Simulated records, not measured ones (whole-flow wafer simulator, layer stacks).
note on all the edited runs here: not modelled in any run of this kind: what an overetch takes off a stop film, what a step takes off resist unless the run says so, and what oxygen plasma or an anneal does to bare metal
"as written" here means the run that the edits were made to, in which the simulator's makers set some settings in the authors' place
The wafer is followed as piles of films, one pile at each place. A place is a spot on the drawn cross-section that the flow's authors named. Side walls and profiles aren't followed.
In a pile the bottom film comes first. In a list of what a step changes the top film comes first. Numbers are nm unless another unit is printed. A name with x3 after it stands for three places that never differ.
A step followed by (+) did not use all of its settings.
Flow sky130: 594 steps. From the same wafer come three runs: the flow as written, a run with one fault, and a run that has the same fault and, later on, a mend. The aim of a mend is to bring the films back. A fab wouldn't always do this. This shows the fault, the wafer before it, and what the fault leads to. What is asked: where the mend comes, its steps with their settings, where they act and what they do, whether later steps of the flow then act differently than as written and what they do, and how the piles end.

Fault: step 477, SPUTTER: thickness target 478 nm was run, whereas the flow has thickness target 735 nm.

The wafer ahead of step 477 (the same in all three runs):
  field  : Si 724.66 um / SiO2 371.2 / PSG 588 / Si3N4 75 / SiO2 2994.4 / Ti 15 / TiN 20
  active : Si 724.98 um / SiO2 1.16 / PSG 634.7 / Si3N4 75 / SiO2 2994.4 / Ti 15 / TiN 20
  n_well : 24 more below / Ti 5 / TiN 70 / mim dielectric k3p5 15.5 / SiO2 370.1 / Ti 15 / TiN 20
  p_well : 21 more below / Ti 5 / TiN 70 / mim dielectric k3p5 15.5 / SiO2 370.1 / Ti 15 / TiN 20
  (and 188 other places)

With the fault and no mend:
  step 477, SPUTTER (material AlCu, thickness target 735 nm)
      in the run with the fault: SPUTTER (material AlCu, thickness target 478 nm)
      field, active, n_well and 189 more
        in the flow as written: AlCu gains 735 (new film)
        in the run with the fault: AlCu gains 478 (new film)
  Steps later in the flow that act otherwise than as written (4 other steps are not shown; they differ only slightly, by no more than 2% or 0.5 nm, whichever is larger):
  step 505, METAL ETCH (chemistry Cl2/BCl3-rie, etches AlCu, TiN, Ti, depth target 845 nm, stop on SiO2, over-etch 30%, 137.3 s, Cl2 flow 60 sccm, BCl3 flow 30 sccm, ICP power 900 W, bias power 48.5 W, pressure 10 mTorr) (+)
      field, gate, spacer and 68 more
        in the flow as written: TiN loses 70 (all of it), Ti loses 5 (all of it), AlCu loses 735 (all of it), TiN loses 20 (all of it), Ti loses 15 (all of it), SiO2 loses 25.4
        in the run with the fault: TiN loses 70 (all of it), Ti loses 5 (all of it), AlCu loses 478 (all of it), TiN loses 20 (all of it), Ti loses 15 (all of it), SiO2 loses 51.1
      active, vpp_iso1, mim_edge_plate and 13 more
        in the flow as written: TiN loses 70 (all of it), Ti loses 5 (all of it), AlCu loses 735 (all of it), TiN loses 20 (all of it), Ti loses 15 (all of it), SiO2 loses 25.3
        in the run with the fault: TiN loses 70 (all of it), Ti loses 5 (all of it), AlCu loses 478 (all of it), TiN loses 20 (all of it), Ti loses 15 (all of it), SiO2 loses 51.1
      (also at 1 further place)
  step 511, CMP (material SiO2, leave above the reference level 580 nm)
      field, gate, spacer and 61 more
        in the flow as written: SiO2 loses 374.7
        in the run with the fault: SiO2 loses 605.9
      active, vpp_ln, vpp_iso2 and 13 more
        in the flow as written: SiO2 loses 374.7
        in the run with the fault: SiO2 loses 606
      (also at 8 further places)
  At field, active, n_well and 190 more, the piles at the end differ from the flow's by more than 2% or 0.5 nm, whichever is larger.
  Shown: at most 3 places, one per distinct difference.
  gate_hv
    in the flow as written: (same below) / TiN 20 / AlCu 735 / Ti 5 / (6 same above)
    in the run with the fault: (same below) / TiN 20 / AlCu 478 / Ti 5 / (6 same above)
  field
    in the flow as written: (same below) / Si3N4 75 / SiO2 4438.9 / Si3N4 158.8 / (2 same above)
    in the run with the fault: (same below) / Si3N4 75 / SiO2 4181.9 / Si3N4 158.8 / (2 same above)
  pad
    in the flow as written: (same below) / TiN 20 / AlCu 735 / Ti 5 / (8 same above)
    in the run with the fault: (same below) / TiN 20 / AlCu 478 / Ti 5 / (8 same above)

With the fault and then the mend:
  The mend follows step 477.
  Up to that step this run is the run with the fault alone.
  step 477a, SPUTTER (material AlCu, thickness target 257 nm) (the flow's step 477 again, with other settings)
      field, active, n_well and 189 more
        AlCu gains 257
  Every later step of the flow that is run acts as written at every place that is followed.
  At every place that both follow, the piles at the end match the flow's.
